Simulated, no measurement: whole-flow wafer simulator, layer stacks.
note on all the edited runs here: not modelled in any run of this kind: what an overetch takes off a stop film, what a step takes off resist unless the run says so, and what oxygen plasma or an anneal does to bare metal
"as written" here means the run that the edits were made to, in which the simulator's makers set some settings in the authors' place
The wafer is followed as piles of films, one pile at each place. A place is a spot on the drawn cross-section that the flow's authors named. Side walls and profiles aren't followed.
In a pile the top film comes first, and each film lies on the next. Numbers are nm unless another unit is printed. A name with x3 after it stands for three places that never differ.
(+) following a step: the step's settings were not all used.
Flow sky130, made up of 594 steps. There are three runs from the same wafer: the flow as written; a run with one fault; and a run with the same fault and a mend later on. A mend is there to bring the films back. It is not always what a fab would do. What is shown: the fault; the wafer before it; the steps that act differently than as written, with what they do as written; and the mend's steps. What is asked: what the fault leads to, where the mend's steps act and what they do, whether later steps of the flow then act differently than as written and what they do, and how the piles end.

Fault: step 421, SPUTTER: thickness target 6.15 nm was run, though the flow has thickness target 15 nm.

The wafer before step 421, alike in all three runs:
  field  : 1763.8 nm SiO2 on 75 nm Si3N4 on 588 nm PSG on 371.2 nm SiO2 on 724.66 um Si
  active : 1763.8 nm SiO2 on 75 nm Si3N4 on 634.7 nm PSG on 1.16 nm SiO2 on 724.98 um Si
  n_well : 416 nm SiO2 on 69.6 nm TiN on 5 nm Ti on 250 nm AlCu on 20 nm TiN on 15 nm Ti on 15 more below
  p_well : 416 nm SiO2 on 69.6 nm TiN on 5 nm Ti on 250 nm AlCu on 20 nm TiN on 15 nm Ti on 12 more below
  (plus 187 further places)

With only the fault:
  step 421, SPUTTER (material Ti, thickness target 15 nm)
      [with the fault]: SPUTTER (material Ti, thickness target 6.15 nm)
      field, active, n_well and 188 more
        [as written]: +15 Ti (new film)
        [with the fault]: +6.15 Ti (new film)
  Steps further on in the flow that do not act as written (16 more steps, not shown, differ only slightly: by at most 2% or 0.5 nm, whichever is larger):
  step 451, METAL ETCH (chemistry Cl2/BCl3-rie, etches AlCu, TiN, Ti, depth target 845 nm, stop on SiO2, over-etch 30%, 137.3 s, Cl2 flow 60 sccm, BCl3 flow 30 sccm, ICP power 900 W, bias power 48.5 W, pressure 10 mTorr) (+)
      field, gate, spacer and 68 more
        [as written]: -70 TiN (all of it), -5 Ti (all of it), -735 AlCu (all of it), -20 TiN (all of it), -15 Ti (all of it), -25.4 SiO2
        [with the fault]: -70 TiN (all of it), -5 Ti (all of it), -735 AlCu (all of it), -20 TiN (all of it), -6.15 Ti (all of it), -26.2 SiO2
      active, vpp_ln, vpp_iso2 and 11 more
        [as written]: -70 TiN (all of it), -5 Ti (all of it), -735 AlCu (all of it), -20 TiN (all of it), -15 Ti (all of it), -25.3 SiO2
        [with the fault]: -70 TiN (all of it), -5 Ti (all of it), -735 AlCu (all of it), -20 TiN (all of it), -6.15 Ti (all of it), -26.2 SiO2
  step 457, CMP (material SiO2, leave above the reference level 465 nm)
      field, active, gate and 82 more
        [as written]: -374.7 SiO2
        [with the fault]: -382.6 SiO2
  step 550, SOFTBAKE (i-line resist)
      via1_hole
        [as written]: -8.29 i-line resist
        [with the fault]: -7.42 i-line resist
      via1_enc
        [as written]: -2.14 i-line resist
        [with the fault]: -1.33 i-line resist
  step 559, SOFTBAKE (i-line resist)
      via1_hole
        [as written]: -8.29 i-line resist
        [with the fault]: -7.42 i-line resist
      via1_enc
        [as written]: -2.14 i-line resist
        [with the fault]: -1.33 i-line resist
  At n_well, p_well, gate_hv and 104 more, the piles at the end differ from the flow's by more than 2% or 0.5 nm, whichever is larger.
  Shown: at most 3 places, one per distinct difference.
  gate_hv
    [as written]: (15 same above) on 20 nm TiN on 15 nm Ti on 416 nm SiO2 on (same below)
    [with the fault]: (15 same above) on 20 nm TiN on 6.15 nm Ti on 416 nm SiO2 on (same below)
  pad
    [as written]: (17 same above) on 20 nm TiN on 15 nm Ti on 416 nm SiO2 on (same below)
    [with the fault]: (17 same above) on 20 nm TiN on 6.15 nm Ti on 416 nm SiO2 on (same below)
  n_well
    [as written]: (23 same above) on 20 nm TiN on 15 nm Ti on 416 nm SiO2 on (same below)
    [with the fault]: (23 same above) on 20 nm TiN on 6.15 nm Ti on 416 nm SiO2 on (same below)

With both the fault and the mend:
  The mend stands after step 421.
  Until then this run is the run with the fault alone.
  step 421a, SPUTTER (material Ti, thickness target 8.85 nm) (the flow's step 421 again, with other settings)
      field, active, n_well and 188 more
        +8.85 Ti
  Later steps of the flow that are run all act as written at every place that is followed.
  By the end, the piles equal the flow's at every place that both follow.
